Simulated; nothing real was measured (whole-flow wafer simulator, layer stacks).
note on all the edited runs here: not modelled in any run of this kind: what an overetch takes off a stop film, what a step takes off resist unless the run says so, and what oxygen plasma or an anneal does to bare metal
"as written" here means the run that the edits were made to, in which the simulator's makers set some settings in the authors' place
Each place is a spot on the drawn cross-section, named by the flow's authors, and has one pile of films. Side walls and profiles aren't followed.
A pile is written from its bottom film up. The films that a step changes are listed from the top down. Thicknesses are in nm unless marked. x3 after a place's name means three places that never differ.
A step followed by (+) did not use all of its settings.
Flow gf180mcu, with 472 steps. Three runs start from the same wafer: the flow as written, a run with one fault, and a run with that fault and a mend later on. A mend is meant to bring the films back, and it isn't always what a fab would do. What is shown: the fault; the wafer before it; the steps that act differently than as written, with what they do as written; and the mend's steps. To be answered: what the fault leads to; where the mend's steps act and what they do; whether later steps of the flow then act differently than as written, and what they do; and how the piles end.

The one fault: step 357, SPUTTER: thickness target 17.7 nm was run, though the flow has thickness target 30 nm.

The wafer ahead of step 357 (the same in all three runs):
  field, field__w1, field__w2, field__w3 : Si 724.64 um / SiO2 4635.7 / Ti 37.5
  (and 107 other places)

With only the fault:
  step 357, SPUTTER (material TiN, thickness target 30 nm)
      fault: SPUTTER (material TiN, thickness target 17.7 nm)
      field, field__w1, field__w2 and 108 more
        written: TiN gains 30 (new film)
        fault: TiN gains 17.7 (new film)
  Steps further on in the flow that do not act as written:
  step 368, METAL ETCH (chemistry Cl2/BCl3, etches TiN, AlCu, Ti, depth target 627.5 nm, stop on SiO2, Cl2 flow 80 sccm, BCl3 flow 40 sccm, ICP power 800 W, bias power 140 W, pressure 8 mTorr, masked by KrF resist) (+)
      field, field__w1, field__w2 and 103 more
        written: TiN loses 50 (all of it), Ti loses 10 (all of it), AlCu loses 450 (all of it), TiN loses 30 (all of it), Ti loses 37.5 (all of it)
        fault: TiN loses 50 (all of it), Ti loses 10 (all of it), AlCu loses 450 (all of it), TiN loses 17.7 (all of it), Ti loses 37.5 (all of it)
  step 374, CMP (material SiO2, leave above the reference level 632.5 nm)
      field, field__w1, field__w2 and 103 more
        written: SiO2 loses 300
        fault: SiO2 loses 312.3
  The piles end different from the flow's at field__w8, contact, m1, m1__w1, m1_nw by more than 2% or 0.5 nm, whichever is larger.
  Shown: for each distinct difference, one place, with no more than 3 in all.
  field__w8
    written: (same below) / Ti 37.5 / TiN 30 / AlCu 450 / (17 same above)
    fault: (same below) / Ti 37.5 / TiN 17.7 / AlCu 450 / (17 same above)
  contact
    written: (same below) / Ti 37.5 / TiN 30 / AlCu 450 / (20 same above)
    fault: (same below) / Ti 37.5 / TiN 17.7 / AlCu 450 / (20 same above)

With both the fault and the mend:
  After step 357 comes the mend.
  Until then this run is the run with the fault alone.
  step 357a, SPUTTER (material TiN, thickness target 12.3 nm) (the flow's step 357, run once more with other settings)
      field, field__w1, field__w2 and 108 more
        TiN gains 12.3
  None of the later steps of the flow acts differently than as written at any place that is followed.
  At every place that both follow, the piles at the end match the flow's.
